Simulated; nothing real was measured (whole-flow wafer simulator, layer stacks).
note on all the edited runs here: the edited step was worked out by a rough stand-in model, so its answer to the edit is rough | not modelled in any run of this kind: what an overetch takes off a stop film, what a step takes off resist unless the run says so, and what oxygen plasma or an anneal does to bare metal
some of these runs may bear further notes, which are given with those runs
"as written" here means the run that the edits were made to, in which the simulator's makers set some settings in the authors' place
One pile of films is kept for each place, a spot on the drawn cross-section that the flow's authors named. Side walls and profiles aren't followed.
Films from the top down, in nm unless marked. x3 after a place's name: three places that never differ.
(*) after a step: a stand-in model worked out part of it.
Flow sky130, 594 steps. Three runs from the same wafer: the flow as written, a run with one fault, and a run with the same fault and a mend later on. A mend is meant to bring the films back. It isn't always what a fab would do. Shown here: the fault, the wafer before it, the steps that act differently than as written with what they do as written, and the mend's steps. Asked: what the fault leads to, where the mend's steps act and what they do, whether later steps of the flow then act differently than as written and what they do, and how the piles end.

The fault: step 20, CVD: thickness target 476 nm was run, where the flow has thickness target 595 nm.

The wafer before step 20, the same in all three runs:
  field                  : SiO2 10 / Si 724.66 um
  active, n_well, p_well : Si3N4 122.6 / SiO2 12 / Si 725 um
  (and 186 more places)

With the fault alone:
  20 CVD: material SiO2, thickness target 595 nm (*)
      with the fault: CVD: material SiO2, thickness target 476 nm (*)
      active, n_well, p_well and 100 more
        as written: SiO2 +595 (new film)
        with the fault: SiO2 +476 (new film)
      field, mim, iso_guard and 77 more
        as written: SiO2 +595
        with the fault: SiO2 +476
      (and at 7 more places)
  Later steps of the flow that act differently than as written (109 more steps differ only slightly, by at most 2% or 0.5 nm, whichever is larger, and aren't shown):
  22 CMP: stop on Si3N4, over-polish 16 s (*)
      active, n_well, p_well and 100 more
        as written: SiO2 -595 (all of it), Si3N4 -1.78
        with the fault: SiO2 -476 (all of it), Si3N4 -1.78
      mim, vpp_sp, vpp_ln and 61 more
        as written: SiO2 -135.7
        with the fault: SiO2 -16.7
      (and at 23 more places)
  At the end the piles differ from the flow's only slightly at the places that both follow, by at most 2% or 0.5 nm, whichever is larger.

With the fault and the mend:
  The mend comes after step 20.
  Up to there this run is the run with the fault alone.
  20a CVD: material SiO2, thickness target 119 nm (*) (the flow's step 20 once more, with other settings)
      field, active, n_well and 187 more
        SiO2 +119
  No later step of the flow acts differently than as written at any place that is followed.
  At the end the piles are the same as the flow's at every place that both follow.
